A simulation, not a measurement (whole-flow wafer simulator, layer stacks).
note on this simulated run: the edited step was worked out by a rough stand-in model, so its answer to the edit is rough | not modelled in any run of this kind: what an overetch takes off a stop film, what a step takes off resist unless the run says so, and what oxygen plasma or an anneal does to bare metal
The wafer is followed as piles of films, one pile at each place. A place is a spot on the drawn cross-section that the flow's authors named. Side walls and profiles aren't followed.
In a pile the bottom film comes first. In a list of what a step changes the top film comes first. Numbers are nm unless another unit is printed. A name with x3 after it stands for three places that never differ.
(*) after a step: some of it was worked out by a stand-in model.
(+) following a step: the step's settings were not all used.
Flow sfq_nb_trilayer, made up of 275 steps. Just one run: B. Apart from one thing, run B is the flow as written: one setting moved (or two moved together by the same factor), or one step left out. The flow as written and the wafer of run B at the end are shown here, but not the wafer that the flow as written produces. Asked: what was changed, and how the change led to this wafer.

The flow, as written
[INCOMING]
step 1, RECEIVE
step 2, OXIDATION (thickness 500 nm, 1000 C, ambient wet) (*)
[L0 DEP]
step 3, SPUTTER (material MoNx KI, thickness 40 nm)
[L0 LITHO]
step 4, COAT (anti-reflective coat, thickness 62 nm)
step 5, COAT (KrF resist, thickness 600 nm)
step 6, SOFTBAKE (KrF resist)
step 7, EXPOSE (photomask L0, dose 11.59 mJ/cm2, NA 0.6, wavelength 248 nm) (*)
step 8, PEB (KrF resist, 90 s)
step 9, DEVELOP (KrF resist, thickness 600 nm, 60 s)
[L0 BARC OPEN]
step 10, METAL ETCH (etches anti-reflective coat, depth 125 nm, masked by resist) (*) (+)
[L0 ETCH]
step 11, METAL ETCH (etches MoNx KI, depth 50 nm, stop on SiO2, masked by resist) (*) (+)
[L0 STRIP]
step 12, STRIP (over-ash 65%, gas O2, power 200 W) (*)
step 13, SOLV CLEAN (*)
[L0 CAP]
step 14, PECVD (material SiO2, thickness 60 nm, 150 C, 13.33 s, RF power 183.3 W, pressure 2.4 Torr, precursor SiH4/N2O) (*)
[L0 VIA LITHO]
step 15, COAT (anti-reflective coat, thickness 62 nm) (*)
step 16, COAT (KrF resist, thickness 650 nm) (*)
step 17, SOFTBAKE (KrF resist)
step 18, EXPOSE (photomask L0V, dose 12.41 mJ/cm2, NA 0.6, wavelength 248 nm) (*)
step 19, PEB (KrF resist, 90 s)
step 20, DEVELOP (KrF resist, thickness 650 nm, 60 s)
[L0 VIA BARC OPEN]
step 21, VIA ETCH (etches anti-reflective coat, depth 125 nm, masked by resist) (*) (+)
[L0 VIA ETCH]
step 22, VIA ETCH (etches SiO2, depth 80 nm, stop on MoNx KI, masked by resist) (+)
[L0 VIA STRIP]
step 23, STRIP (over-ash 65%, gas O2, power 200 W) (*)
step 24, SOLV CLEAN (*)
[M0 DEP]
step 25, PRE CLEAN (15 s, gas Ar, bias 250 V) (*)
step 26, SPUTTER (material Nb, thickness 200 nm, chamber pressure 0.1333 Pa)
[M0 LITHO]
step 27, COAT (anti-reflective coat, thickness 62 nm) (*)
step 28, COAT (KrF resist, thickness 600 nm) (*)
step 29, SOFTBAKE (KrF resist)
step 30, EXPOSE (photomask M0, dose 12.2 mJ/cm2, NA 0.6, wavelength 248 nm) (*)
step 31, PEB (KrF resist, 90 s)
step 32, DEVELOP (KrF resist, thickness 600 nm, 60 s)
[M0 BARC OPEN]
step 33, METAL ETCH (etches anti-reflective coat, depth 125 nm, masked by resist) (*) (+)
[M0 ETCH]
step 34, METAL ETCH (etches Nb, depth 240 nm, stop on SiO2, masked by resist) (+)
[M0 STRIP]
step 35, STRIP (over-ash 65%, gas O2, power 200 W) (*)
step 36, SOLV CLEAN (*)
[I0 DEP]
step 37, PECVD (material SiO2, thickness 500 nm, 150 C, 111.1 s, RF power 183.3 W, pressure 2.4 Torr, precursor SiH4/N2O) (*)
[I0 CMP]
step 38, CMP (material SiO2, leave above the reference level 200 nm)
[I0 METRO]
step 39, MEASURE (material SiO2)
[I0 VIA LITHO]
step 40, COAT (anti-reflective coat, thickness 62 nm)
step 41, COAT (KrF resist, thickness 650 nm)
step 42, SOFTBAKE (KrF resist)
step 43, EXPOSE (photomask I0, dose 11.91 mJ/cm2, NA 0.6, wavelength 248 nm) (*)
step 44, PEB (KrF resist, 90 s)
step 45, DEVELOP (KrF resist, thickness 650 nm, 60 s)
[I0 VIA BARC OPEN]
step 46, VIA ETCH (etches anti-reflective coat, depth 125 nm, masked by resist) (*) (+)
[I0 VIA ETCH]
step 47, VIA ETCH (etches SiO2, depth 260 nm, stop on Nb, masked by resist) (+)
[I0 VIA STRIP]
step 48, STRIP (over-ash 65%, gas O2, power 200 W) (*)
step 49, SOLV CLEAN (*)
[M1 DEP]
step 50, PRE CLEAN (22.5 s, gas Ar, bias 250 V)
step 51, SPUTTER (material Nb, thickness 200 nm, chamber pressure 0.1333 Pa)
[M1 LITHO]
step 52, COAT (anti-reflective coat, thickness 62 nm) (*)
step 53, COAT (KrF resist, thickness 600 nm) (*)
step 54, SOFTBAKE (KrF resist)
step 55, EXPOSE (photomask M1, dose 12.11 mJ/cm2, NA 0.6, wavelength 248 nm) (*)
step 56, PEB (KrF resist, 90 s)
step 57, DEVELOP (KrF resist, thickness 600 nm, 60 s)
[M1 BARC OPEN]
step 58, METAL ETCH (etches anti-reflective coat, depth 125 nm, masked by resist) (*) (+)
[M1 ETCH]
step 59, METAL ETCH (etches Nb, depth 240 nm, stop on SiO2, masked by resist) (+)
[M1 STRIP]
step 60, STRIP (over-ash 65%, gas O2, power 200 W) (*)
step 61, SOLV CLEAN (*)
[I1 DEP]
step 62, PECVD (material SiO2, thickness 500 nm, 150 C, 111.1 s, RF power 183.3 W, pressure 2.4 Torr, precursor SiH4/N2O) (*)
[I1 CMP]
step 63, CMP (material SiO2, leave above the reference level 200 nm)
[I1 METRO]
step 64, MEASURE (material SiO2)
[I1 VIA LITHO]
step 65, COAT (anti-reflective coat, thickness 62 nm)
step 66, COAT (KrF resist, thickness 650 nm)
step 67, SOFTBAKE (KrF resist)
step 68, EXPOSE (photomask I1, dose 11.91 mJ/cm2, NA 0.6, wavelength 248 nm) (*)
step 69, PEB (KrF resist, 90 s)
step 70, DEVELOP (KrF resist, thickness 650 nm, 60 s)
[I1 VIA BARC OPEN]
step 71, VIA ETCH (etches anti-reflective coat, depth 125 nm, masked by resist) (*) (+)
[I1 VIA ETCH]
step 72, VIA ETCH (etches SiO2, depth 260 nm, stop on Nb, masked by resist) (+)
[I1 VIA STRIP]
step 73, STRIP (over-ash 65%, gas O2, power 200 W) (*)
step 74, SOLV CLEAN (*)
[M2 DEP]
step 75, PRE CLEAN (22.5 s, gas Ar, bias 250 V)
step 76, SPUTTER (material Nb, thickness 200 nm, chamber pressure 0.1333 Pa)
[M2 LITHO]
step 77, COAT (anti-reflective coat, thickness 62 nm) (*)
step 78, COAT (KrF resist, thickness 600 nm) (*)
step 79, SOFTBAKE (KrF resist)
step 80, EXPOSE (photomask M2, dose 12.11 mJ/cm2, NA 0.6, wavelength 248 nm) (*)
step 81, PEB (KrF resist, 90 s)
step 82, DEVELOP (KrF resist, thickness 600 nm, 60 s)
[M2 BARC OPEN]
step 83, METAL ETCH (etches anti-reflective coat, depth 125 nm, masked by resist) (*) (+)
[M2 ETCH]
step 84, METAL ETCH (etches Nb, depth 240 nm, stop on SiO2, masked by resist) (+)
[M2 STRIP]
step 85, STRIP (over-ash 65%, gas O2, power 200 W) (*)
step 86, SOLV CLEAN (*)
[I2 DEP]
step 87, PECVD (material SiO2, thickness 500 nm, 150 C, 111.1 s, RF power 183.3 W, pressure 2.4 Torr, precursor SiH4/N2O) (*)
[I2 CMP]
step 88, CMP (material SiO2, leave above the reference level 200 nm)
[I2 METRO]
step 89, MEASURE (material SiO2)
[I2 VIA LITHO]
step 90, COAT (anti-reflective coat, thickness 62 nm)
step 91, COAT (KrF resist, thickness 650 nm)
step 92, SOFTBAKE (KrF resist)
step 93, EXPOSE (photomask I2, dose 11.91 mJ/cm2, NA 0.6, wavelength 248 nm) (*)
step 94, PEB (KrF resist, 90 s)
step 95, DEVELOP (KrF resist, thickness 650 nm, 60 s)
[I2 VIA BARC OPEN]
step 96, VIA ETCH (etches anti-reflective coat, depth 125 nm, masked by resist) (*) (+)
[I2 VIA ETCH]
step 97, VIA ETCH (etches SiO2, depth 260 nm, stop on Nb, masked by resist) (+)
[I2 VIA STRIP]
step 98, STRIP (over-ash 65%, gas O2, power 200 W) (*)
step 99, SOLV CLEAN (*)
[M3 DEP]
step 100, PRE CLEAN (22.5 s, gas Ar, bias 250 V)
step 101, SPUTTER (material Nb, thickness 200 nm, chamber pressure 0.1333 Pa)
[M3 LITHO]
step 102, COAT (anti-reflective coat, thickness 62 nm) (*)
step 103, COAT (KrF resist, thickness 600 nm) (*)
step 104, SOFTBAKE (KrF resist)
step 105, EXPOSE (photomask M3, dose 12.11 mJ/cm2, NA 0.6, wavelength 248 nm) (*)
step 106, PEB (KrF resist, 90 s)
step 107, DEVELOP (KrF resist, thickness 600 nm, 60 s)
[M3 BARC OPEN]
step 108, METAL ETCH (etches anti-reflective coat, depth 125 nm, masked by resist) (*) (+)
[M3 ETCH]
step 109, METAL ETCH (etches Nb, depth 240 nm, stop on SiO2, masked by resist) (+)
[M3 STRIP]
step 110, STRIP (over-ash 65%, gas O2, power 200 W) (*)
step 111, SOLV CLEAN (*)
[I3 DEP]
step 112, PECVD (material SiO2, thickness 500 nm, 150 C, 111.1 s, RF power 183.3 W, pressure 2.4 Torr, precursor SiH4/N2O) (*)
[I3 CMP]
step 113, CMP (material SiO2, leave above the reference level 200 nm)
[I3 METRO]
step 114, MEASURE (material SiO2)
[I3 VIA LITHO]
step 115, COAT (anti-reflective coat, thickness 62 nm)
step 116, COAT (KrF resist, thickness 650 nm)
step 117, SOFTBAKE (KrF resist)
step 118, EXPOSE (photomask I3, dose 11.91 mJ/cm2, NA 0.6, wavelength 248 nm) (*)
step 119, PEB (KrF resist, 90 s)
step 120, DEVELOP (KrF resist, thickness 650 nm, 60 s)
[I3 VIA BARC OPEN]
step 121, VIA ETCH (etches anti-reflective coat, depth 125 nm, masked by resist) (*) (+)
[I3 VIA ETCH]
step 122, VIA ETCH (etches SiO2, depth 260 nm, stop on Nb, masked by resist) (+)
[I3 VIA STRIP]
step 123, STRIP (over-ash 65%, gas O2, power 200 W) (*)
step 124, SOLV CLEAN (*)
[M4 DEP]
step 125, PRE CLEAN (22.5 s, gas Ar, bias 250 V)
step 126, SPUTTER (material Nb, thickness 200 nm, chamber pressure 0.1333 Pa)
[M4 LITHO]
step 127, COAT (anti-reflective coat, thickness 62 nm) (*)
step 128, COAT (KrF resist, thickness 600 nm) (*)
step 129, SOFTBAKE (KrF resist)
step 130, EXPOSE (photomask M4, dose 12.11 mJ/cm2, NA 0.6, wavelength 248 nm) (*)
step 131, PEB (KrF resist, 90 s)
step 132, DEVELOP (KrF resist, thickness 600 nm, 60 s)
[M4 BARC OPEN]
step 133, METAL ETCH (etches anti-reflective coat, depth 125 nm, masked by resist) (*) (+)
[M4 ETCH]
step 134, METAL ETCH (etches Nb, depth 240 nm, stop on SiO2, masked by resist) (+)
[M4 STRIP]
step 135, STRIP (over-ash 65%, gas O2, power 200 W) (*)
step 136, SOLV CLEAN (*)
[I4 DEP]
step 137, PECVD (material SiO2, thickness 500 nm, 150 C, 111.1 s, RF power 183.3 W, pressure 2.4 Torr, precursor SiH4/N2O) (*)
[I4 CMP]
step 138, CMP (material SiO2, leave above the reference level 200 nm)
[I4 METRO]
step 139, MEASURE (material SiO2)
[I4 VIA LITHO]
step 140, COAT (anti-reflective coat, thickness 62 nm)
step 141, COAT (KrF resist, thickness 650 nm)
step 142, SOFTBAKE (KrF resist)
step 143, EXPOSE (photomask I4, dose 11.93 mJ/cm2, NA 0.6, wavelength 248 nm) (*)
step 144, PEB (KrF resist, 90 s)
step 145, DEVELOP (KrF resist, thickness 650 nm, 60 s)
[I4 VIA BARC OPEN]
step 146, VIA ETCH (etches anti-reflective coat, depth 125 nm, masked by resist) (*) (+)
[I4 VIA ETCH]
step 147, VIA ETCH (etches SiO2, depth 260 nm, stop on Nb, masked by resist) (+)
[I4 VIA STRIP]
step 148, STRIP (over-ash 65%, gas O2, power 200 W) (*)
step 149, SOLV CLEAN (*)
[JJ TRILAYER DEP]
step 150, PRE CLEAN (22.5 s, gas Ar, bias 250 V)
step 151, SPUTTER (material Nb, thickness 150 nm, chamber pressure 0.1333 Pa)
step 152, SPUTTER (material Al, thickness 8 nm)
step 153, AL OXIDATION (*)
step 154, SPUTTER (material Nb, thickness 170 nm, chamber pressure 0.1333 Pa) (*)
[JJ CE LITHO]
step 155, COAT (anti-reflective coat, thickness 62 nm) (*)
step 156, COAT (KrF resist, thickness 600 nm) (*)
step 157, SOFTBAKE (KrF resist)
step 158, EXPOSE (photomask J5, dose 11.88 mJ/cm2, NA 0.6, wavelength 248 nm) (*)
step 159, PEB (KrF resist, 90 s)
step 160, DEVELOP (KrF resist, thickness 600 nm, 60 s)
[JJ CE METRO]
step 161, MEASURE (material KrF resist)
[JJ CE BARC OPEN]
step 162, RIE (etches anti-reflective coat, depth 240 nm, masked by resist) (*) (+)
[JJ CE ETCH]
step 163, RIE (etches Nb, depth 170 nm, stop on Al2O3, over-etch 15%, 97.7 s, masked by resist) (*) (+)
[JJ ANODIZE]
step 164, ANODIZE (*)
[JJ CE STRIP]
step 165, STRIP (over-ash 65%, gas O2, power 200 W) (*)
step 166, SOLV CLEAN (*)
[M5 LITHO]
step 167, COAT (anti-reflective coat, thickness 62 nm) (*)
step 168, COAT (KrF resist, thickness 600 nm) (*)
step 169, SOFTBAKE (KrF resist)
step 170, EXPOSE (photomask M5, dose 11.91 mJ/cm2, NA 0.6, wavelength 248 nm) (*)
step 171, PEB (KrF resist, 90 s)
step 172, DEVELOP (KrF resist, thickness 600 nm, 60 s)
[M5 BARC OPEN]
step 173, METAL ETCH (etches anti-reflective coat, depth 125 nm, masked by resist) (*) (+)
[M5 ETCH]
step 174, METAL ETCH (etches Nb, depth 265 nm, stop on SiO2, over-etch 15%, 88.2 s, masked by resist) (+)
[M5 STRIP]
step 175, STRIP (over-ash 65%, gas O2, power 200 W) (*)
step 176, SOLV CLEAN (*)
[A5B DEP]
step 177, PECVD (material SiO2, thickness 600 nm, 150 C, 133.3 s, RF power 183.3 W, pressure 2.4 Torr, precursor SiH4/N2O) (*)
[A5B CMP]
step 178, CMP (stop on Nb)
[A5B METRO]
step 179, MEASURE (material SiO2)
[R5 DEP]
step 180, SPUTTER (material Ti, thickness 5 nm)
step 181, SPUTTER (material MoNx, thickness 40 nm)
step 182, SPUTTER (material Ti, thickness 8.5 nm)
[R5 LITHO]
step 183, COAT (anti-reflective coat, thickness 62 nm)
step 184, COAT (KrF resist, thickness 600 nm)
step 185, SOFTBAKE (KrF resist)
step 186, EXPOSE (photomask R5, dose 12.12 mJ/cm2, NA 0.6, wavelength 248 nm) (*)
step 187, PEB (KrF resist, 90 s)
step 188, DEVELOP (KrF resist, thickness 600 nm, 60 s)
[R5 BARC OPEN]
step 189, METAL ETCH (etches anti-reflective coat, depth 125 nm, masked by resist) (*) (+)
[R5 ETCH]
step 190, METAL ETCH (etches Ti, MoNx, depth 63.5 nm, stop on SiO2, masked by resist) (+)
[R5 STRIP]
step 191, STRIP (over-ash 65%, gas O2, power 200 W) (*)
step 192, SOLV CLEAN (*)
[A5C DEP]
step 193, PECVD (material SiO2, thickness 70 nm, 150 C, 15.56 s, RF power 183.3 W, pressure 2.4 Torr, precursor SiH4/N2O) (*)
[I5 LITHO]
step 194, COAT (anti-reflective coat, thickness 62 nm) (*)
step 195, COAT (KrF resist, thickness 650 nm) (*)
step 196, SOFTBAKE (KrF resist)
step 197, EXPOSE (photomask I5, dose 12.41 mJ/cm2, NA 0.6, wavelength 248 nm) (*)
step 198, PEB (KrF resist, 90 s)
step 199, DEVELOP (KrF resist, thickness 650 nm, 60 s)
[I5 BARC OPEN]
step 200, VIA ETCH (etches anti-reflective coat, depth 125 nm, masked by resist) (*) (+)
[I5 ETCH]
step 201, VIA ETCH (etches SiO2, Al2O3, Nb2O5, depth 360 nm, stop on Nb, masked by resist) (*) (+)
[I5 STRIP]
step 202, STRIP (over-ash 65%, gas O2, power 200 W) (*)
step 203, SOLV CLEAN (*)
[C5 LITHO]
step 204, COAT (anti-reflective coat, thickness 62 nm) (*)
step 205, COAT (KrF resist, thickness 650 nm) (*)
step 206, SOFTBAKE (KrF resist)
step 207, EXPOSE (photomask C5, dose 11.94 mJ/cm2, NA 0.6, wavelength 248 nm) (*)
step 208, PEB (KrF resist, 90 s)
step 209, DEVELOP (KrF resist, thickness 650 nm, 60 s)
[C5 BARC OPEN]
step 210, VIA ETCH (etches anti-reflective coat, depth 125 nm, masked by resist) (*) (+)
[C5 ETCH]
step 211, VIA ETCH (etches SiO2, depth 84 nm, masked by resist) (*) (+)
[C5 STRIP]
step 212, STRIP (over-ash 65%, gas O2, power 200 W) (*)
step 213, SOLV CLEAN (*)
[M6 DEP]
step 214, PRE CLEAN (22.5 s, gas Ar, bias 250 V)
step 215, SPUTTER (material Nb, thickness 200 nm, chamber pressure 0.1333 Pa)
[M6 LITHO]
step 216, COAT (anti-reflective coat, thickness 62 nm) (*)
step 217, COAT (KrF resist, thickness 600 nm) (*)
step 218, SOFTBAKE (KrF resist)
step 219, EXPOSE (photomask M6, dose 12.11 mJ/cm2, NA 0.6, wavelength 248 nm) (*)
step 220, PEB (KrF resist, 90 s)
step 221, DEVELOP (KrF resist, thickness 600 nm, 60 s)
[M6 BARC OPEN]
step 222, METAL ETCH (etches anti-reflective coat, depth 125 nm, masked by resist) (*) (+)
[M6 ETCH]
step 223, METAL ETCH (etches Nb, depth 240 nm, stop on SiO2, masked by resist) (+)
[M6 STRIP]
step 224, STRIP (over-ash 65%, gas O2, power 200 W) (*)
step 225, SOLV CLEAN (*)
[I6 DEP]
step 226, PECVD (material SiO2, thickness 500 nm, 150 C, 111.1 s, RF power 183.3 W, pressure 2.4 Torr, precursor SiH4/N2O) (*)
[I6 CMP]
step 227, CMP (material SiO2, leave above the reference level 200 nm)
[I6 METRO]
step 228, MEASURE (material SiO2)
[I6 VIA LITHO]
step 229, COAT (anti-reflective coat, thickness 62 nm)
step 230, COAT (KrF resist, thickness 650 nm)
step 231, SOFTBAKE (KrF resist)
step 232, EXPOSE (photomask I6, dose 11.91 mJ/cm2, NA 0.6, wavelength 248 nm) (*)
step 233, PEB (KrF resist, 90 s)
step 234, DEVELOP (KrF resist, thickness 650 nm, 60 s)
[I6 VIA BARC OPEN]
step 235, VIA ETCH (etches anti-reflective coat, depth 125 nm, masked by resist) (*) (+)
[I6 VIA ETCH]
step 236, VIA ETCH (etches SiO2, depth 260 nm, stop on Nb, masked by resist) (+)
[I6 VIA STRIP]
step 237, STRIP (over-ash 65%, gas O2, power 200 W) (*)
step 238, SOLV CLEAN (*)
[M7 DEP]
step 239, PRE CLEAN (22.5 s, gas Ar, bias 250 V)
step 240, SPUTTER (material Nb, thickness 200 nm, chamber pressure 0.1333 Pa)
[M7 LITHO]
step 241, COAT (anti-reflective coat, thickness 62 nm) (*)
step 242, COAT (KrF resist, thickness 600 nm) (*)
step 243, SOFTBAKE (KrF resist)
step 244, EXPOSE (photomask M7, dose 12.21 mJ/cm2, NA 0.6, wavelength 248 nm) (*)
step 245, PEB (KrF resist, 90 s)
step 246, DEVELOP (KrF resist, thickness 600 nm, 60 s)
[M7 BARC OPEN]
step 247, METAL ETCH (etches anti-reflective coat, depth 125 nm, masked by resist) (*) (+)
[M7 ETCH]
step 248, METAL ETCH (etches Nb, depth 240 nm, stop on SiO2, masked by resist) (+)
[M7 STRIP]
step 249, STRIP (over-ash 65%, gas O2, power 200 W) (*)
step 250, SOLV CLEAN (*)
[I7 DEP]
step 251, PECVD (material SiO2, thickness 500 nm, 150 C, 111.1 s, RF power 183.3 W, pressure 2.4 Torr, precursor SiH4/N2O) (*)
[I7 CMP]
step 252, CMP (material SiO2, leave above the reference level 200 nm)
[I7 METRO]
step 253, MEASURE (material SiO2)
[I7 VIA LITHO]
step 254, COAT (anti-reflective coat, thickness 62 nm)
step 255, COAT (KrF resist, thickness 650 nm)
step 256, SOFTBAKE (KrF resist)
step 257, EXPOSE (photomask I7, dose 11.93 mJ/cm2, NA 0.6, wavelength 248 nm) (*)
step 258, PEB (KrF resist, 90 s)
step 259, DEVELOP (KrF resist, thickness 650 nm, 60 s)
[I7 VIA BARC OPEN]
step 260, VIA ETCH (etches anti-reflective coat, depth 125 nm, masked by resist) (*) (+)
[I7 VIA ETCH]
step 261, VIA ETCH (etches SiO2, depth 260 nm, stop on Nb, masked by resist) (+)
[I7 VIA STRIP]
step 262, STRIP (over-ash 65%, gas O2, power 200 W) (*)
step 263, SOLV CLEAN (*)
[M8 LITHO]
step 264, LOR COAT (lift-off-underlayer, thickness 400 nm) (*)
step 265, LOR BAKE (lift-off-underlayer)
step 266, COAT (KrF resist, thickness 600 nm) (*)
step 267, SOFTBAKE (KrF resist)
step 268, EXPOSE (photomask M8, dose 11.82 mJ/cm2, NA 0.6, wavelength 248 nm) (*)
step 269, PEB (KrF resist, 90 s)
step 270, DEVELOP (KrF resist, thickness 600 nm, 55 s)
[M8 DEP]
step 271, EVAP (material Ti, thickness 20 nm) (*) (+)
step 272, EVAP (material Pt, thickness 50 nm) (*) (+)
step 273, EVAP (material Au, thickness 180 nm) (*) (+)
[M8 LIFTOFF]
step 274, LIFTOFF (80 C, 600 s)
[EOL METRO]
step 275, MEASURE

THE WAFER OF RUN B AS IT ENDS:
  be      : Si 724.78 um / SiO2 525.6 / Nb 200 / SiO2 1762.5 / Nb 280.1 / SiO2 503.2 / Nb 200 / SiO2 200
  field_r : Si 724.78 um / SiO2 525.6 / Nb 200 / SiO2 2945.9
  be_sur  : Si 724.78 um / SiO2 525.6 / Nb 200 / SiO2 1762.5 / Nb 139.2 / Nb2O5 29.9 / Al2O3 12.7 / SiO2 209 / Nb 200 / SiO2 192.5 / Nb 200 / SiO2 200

What caused this: step 14, PECVD: thickness 30.6 nm was run, while the flow as written has thickness 60 nm; step 14, PECVD: 6.8 s was run, where the flow has 13.33 s.

The path from the change to this, step by step:
  step 14, PECVD (material SiO2, thickness 60 nm, 150 C, 13.33 s, RF power 183.3 W, pressure 2.4 Torr, precursor SiH4/N2O) (*)
      v_sur, via_wl, via_w and 97 more: +30.6 SiO2 (as written it would have been: +60 SiO2)
      field_l, l0_sur, l0v, l0r_line_l, l0r_line_c, l0r_line_r: +30.6 SiO2 (new film) (as written it would have been: +60 SiO2 (new film))
  step 22, VIA ETCH (etches SiO2, depth 80 nm, stop on MoNx KI, masked by resist) (+)
      field_l, v_sur, via_wl and 102 more: -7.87 KrF resist (as written it would have been: -13.8 KrF resist)
      l0v: -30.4 SiO2 (all of it) (as written it would have been: -59.8 SiO2 (all of it))
  step 26, SPUTTER (material Nb, thickness 200 nm, chamber pressure 0.1333 Pa)
      l0v: +200 Nb (new film) (as written it would have been: +195.7 Nb (new film))
  step 27, COAT (anti-reflective coat, thickness 62 nm) (*)
      l0_sur: +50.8 anti-reflective coat (new film) (as written it would have been: +47.5 anti-reflective coat (new film))
      l0v: +68.9 anti-reflective coat (new film) (as written it would have been: +78 anti-reflective coat (new film))
  step 28, COAT (KrF resist, thickness 600 nm) (*)
      l0v: +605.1 KrF resist (new film) (as written it would have been: +622.9 KrF resist (new film))
  step 35, STRIP (over-ash 65%, gas O2, power 200 W) (*)
      l0_sur: -373.6 KrF resist (all of it), -50.8 anti-reflective coat (all of it) (as written it would have been: -372 KrF resist (all of it), -47.5 anti-reflective coat (all of it))
      l0v: -387.4 KrF resist (all of it), -68.9 anti-reflective coat (all of it) (as written it would have been: -405.3 KrF resist (all of it), -78 anti-reflective coat (all of it))
  step 38, CMP (material SiO2, leave above the reference level 200 nm)
      l0v: -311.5 SiO2 (as written it would have been: -277.8 SiO2)
